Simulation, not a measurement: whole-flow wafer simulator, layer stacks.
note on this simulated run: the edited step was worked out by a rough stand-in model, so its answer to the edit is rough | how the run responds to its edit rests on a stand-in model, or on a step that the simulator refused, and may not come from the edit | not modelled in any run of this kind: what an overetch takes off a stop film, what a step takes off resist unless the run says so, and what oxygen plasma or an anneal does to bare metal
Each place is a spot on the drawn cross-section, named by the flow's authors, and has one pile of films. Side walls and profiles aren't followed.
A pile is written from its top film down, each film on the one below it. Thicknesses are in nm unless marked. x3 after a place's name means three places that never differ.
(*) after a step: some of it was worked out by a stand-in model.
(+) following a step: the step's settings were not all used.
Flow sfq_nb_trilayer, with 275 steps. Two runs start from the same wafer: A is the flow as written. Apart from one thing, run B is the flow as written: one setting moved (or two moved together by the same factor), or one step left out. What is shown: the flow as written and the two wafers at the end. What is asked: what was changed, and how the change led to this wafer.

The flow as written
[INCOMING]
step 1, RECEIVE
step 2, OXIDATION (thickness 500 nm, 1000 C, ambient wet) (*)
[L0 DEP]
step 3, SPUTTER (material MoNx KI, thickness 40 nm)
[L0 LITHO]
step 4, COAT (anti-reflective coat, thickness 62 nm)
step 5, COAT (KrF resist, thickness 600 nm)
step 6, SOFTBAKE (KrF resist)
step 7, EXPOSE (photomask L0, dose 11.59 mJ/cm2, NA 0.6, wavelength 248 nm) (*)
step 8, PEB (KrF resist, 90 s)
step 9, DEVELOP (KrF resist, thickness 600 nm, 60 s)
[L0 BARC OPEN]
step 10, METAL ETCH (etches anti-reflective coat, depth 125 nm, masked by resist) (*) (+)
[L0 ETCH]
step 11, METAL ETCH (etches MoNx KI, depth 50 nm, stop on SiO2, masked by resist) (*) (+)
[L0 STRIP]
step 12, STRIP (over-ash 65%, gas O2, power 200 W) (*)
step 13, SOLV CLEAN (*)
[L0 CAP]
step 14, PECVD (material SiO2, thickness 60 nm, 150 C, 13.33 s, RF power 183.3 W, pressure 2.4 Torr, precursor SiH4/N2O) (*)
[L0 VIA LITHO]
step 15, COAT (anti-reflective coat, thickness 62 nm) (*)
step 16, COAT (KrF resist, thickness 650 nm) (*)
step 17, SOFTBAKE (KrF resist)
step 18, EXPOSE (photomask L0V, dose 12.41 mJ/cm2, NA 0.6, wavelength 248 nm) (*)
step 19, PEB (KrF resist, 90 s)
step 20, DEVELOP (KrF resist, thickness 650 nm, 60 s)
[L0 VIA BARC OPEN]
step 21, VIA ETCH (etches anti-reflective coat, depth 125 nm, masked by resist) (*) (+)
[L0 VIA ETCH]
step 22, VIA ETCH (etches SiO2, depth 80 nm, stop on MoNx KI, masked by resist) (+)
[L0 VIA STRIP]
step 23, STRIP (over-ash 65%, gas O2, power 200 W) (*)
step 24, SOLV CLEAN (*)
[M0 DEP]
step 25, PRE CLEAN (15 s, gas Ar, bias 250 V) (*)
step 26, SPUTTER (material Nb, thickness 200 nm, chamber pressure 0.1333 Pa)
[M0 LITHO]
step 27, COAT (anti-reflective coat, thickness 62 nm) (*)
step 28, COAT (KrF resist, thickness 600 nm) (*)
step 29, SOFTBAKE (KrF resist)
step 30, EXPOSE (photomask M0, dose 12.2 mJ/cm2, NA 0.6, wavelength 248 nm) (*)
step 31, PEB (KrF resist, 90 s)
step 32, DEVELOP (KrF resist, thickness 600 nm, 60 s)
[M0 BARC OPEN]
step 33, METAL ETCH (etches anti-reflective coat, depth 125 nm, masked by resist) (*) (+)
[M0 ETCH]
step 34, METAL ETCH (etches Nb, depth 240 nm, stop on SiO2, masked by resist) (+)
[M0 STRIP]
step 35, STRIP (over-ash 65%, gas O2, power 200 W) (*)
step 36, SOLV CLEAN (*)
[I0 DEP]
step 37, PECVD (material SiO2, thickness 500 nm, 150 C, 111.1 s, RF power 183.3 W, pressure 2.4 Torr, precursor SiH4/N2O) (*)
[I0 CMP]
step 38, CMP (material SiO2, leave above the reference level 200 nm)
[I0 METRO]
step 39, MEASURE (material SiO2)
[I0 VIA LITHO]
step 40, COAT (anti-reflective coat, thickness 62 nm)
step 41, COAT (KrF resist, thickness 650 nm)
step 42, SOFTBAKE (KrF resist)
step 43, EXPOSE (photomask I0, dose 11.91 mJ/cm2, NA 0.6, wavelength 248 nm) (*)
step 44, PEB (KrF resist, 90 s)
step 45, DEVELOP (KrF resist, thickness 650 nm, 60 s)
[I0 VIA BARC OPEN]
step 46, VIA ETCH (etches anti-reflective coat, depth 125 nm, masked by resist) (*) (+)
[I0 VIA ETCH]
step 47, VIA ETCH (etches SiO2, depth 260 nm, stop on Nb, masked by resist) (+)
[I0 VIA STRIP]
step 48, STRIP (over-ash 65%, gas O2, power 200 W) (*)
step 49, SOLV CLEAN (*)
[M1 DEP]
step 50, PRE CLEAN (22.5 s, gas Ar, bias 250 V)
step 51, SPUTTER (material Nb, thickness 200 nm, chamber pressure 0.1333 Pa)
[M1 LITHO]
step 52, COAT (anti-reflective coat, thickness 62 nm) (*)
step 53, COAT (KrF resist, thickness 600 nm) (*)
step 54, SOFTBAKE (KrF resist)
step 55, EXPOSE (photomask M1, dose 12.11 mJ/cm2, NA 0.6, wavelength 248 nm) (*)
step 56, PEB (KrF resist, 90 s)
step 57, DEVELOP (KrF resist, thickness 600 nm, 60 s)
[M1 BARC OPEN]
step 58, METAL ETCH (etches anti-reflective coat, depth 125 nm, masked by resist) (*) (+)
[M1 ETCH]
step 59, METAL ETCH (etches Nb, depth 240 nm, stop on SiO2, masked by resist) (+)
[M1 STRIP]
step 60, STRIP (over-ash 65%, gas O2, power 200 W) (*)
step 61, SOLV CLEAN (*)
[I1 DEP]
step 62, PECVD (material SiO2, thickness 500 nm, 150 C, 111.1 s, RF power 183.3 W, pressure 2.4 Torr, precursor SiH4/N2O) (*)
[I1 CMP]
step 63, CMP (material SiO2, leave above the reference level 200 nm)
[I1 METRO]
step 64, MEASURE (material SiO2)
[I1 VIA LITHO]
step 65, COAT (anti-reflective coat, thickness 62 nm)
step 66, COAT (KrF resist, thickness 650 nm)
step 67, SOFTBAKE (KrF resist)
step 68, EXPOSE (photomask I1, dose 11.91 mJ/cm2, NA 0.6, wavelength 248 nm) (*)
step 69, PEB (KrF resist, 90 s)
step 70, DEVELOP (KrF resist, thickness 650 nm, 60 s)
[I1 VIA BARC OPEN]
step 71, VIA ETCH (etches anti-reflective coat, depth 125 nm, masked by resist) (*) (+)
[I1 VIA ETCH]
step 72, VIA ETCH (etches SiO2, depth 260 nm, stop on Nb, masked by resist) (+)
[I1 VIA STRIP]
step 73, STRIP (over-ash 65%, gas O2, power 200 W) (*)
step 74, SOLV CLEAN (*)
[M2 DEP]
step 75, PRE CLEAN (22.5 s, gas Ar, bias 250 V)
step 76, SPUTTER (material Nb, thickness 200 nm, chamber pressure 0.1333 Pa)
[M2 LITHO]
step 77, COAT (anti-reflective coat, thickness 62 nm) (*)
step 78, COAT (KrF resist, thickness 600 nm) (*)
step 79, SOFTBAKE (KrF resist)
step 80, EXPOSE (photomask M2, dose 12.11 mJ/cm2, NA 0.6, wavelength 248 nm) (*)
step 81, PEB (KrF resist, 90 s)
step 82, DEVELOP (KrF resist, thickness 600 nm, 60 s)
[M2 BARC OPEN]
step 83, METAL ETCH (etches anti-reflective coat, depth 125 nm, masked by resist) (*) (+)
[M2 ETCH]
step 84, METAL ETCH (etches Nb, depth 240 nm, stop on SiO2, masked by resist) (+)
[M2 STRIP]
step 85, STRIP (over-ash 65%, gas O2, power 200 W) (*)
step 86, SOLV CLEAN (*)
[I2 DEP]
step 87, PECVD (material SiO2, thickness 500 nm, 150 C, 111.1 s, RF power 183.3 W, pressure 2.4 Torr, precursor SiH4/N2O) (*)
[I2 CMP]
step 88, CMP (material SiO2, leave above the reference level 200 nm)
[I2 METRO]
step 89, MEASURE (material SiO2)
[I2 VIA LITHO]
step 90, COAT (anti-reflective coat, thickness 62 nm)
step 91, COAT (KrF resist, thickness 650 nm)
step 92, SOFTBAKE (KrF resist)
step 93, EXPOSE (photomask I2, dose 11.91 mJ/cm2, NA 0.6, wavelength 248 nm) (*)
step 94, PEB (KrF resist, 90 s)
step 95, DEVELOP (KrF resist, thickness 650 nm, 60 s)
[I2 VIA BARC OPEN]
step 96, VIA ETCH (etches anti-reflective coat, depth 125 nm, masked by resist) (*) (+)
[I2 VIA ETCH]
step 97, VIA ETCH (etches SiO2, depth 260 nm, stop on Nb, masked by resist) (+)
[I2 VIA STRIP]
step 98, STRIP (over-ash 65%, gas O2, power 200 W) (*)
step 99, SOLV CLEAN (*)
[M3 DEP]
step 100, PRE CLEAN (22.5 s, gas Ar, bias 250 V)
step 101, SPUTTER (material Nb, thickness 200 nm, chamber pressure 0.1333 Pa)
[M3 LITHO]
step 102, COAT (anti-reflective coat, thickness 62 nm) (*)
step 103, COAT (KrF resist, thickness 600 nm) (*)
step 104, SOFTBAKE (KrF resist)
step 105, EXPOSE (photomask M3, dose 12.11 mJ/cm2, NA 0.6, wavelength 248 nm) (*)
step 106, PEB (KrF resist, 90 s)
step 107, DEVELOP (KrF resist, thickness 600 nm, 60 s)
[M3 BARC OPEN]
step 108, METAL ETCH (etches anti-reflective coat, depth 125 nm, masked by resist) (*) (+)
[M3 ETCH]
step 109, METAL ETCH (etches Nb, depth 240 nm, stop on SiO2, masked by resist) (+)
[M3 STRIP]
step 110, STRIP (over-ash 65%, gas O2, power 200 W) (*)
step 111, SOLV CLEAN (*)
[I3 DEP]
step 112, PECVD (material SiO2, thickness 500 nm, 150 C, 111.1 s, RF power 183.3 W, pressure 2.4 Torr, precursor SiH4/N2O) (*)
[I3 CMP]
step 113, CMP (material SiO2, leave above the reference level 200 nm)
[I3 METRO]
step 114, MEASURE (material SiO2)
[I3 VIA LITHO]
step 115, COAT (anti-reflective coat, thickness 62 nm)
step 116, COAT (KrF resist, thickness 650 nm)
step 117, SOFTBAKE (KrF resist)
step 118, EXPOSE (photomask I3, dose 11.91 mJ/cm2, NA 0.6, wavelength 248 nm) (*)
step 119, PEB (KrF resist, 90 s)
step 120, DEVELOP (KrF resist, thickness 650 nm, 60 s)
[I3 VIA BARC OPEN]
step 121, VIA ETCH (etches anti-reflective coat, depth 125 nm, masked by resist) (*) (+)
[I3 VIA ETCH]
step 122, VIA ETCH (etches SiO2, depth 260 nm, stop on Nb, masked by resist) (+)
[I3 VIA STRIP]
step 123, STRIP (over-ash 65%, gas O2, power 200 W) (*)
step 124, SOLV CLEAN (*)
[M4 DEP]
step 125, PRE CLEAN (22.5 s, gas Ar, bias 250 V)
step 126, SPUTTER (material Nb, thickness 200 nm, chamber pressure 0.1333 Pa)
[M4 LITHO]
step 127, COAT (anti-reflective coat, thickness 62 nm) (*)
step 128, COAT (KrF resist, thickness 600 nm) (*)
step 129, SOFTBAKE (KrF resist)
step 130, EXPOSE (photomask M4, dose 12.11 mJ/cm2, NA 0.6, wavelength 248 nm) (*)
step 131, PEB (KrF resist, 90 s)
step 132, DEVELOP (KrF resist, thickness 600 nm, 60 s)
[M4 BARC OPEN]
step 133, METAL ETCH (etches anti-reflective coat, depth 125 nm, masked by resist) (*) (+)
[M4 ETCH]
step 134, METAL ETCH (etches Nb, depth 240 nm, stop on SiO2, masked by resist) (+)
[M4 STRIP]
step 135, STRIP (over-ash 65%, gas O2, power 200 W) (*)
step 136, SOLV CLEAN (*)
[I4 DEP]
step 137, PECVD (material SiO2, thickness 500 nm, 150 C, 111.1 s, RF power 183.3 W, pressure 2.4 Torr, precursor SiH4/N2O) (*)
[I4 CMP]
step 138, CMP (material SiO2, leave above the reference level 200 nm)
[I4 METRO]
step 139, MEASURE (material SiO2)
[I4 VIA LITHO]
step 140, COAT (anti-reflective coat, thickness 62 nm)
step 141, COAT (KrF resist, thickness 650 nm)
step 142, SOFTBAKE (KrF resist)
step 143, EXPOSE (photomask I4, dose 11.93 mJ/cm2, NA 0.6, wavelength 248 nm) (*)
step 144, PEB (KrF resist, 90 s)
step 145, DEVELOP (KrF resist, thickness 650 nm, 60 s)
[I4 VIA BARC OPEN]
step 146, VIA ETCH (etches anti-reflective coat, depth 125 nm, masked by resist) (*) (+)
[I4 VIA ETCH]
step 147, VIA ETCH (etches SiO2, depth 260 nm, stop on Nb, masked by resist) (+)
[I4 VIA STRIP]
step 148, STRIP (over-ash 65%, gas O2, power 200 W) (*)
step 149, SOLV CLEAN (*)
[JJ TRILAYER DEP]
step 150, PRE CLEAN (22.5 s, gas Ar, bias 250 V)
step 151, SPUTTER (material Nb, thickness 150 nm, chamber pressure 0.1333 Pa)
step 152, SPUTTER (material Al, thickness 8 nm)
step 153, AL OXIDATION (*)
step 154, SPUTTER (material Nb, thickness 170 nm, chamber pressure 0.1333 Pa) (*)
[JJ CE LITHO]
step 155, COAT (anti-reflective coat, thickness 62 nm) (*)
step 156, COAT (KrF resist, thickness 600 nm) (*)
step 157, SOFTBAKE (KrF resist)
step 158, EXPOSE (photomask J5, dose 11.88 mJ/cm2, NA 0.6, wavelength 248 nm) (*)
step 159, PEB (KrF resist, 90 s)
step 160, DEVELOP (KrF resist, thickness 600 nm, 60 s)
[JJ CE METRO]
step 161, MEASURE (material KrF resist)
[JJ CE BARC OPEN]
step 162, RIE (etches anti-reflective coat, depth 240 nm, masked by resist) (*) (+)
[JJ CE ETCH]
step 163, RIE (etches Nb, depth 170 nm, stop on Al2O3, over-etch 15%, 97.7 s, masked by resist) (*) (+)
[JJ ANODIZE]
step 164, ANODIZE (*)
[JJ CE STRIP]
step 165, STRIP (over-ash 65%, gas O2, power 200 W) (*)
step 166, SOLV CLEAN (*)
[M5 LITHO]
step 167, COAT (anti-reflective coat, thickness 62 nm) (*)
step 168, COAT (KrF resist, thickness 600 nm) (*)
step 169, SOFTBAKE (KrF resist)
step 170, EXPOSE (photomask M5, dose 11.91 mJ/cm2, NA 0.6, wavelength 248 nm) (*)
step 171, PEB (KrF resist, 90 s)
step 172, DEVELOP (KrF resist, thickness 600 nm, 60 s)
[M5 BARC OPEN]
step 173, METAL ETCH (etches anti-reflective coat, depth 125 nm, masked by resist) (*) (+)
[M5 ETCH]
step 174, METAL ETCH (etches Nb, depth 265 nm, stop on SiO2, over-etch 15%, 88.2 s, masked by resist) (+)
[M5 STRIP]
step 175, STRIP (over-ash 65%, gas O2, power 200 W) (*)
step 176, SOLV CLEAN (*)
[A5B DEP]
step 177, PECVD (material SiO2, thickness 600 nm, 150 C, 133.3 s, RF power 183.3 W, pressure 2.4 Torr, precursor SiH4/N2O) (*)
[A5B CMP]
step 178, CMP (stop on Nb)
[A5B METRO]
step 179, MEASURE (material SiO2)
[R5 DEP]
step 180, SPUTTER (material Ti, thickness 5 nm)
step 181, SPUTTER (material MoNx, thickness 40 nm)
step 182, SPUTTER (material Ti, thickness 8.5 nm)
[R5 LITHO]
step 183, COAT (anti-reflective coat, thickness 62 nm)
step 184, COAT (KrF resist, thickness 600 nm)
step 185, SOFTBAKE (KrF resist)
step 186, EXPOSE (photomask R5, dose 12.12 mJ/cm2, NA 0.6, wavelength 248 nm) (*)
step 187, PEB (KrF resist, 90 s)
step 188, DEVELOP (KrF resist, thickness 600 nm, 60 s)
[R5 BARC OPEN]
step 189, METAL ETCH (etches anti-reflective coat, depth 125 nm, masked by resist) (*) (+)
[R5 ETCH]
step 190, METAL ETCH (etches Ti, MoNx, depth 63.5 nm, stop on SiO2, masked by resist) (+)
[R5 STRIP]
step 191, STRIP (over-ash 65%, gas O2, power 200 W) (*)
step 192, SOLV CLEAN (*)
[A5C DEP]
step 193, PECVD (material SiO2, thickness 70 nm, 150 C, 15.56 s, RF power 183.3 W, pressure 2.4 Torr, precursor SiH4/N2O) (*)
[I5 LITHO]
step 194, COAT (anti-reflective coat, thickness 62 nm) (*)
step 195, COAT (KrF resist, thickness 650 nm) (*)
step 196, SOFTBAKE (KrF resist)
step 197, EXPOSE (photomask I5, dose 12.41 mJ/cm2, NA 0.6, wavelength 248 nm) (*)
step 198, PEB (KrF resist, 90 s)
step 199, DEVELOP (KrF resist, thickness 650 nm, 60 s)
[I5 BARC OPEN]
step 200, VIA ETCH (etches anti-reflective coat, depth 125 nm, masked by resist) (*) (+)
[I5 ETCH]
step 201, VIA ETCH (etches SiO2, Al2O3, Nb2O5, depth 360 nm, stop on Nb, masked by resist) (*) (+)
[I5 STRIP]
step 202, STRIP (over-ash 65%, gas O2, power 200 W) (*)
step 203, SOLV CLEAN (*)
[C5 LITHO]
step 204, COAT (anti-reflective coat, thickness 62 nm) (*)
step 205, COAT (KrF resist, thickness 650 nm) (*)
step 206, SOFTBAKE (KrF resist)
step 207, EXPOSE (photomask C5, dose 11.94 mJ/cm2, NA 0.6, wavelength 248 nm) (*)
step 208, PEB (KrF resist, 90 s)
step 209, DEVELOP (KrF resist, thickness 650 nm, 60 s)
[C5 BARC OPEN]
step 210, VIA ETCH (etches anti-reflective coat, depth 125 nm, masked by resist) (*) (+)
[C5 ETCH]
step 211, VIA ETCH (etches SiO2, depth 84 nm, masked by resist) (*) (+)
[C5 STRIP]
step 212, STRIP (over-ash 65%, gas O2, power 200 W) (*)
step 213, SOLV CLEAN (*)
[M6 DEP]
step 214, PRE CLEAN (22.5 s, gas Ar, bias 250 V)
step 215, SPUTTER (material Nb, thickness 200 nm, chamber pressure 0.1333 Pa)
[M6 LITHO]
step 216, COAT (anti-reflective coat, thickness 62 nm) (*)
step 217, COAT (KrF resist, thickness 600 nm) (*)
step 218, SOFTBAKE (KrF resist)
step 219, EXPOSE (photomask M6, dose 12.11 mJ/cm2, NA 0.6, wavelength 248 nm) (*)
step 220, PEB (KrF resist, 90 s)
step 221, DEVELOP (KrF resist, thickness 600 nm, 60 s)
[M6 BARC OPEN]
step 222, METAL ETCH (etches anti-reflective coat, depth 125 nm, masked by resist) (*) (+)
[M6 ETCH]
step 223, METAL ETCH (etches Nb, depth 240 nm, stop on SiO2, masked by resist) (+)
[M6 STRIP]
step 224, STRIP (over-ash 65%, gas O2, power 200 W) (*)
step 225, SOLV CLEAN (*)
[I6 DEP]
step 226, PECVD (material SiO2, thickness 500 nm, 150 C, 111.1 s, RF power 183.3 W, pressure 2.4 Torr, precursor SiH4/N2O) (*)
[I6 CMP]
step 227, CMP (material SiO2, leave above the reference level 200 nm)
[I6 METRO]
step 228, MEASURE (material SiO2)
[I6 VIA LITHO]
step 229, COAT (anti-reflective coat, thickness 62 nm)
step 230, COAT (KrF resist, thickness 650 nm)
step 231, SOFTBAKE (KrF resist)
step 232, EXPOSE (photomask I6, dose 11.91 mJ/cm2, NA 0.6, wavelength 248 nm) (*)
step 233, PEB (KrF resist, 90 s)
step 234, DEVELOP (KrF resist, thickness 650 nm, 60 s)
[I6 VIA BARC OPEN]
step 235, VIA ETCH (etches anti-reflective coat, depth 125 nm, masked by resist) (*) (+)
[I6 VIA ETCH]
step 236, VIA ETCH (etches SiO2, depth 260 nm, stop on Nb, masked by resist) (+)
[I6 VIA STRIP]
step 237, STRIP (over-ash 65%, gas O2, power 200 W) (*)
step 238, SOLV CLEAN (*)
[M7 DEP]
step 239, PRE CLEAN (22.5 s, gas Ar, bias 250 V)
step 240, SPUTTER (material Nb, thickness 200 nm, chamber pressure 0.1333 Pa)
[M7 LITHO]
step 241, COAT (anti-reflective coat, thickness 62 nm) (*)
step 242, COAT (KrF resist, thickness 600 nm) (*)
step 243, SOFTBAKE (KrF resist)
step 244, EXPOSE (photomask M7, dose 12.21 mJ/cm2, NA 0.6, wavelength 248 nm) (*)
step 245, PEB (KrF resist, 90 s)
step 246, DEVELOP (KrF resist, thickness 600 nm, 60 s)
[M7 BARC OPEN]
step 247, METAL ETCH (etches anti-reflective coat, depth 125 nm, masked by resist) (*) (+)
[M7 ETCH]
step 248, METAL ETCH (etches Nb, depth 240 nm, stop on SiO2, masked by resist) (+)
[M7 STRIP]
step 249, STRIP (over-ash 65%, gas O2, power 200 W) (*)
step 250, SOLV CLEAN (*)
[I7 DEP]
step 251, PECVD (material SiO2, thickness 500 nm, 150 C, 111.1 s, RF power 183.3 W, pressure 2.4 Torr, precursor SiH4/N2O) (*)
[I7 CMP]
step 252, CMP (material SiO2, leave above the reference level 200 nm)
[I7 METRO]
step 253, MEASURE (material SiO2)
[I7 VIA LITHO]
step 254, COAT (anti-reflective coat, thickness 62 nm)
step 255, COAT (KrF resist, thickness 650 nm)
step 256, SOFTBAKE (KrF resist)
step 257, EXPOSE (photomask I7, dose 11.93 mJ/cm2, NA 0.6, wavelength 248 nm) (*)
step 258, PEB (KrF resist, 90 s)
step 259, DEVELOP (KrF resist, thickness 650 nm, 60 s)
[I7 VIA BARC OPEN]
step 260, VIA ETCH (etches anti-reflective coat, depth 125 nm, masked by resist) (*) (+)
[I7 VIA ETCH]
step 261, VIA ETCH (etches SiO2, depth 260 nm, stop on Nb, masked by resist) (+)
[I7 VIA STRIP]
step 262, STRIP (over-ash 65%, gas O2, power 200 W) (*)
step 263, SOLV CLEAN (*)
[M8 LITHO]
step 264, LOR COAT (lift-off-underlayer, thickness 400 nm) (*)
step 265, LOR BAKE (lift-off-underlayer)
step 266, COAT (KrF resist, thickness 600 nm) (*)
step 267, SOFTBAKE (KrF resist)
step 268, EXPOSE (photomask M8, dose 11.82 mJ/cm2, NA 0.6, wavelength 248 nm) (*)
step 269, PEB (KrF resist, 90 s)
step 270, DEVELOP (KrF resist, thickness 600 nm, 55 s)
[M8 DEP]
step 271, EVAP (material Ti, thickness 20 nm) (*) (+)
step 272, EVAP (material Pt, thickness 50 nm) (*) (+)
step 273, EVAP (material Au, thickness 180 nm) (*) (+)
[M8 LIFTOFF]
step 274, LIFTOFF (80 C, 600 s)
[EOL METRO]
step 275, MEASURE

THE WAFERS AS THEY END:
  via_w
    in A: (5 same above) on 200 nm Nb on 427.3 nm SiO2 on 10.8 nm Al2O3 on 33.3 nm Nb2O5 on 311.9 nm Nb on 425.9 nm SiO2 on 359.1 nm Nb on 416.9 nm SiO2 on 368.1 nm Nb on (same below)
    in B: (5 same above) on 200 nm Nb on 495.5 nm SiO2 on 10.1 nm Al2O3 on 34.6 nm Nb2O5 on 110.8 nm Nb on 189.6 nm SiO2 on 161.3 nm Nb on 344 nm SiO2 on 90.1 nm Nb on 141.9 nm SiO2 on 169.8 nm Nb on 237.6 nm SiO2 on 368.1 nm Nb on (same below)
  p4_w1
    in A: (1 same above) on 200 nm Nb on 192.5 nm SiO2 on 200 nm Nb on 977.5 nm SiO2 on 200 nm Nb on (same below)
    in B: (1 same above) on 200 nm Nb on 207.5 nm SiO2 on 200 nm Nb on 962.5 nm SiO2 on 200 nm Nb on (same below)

The reason: step 62, PECVD: thickness 285 nm was run, whereas the flow has thickness 500 nm; step 62, PECVD: 63.33 s was run, where the flow has 111.1 s.

The path from the change to this, step by step:
  step 62, PECVD (material SiO2, thickness 500 nm, 150 C, 111.1 s, RF power 183.3 W, pressure 2.4 Torr, precursor SiH4/N2O) (*)
      field_l, be, be_sur and 72 more: A SiO2 gains 500 | B SiO2 gains 285
      v_sur, via_wl, via_wr and 20 more: A SiO2 gains 500 (new film) | B SiO2 gains 285 (new film)
      (as well as at 8 more places)
  step 63, CMP (material SiO2, leave above the reference level 200 nm)
      field_l, be, be_sur and 72 more: A SiO2 loses 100 | B nothing
      lsp_m, ln_m6, lsp_r, l0_sur, l0v: A SiO2 loses 94.9 | B nothing
      (as well as at 26 more places)
  step 65, COAT (anti-reflective coat, thickness 62 nm)
      be_r, r_sur, res, r_end, p3_l3, p3_l5: A anti-reflective coat gains 62 (new film) | B anti-reflective coat gains 63.4 (new film)
      jj_sur, ce_l, c5j, p3_l2, p3_l6: A anti-reflective coat gains 62 (new film) | B anti-reflective coat gains 63.6 (new film)
      (as well as at 75 more places)
  step 66, COAT (KrF resist, thickness 650 nm)
      m0r_space_l, m5r_space_l, m5r_space_r, m6r_space_l, m7r_space_l: A KrF resist gains 650 (new film) | B KrF resist gains 664.1 (new film)
      wl_e_sr, m5r_linepad_l, m5r_linepad_r: A KrF resist gains 650 (new film) | B KrF resist gains 623.5 (new film)
      (as well as at 44 more places)
  step 70, DEVELOP (KrF resist, thickness 650 nm, 60 s)
      via_v: A KrF resist loses 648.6 (all of it) | B KrF resist loses 607.5 (all of it)
  step 71, VIA ETCH (etches anti-reflective coat, depth 125 nm, masked by resist) (*) (+)
      field_l, v_sur, via_wl and 102 more: A KrF resist loses 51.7 | B KrF resist loses 44.1
      via_v: A anti-reflective coat loses 62 (all of it), SiO2 loses 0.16 | B anti-reflective coat loses 53 (all of it), SiO2 loses 0.13
  step 73, STRIP (over-ash 65%, gas O2, power 200 W) (*)
      m0r_line_l, m6r_line_l, m7r_line_l: A KrF resist loses 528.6 (all of it), anti-reflective coat loses 62 (all of it) | B KrF resist loses 558.8 (all of it), anti-reflective coat loses 63.2 (all of it)
      m0r_space_l, m6r_space_l, m7r_space_l: A KrF resist loses 528.6 (all of it), anti-reflective coat loses 62 (all of it) | B KrF resist loses 550.2 (all of it), anti-reflective coat loses 77 (all of it)
      (as well as at 94 more places)
  step 76, SPUTTER (material Nb, thickness 200 nm, chamber pressure 0.1333 Pa)
      be, lsp_l: A Nb gains 200 (new film) | B Nb gains 189.6 (new film)
      via_w: A Nb gains 200 (new film) | B Nb gains 169.8 (new film)
  step 77, COAT (anti-reflective coat, thickness 62 nm) (*)
      p3_l2, m0r_line_l, m6r_line_l, m7r_line_l: A anti-reflective coat gains 62 (new film) | B anti-reflective coat gains 63.4 (new film)
      wl_a_m6, wl_a_sr, wl_b_sr: A anti-reflective coat gains 62 (new film) | B anti-reflective coat gains 59.5 (new film)
      (as well as at 82 more places)
  step 78, COAT (KrF resist, thickness 600 nm) (*)
      wl_e_sr, m5r_linepad_l, m5r_linepad_r: A KrF resist gains 600 (new film) | B KrF resist gains 573.6 (new film)
      m0r_line_l, m6r_line_l, m7r_line_l: A KrF resist gains 600 (new film) | B KrF resist gains 620.3 (new film)
      (as well as at 48 more places)
  step 82, DEVELOP (KrF resist, thickness 600 nm, 60 s)
      m0r_line_l, m6r_line_l, m7r_line_l: A KrF resist loses 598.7 (all of it) | B KrF resist loses 619 (all of it)
      m0r_space_l, m6r_space_l, m7r_space_l: A KrF resist loses 598.7 (all of it) | B KrF resist loses 613.1 (all of it)
      (as well as at 32 more places)
  step 83, METAL ETCH (etches anti-reflective coat, depth 125 nm, masked by resist) (*) (+)
      v_sur, via_wl, via_w and 19 more: A KrF resist loses 51.7 | B KrF resist loses 66.6
      p3_l2, m0r_line_l, m6r_line_l, m7r_line_l: A anti-reflective coat loses 62 (all of it) | B anti-reflective coat loses 63.4 (all of it)
      (as well as at 63 more places)
  step 84, METAL ETCH (etches Nb, depth 240 nm, stop on SiO2, masked by resist) (+)
      be, lsp_l: A Nb loses 200 (all of it) | B Nb loses 189.6 (all of it)
  step 85, STRIP (over-ash 65%, gas O2, power 200 W) (*)
      v_sur: A KrF resist loses 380 (all of it), anti-reflective coat loses 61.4 (all of it) | B KrF resist loses 308.4 (all of it), anti-reflective coat loses 44 (all of it)
      via_wl: A KrF resist loses 379.5 (all of it), anti-reflective coat loses 61.3 (all of it) | B KrF resist loses 314.4 (all of it), anti-reflective coat loses 39.7 (all of it)
      (as well as at 20 more places)
  step 87, PECVD (material SiO2, thickness 500 nm, 150 C, 111.1 s, RF power 183.3 W, pressure 2.4 Torr, precursor SiH4/N2O) (*)
      via_w: A SiO2 gains 500 (new film) | B SiO2 gains 566.6 (new film)
  step 88, CMP (material SiO2, leave above the reference level 200 nm)
      field_l, be, be_sur and 79 more: A SiO2 loses 100 | B nothing
      via_w: A SiO2 loses 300 | B SiO2 loses 157.1
  ... another 36 steps ...
  step 178, CMP (stop on Nb)
      via_w: A SiO2 loses 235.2 | B SiO2 loses 226.5
With metal films that touch counted as one body, via_w has 7 bodies (between them, from the top down: SiO2 192.5; SiO2 495.5 / Al2O3 10.1 / Nb2O5 34.6; SiO2 189.6; SiO2 344; SiO2 141.9; SiO2 237.6); the flow as written gives 5 bodies (between them, from the top down: SiO2 192.5; SiO2 427.3 / Al2O3 10.8 / Nb2O5 33.3; SiO2 425.9; SiO2 416.9).
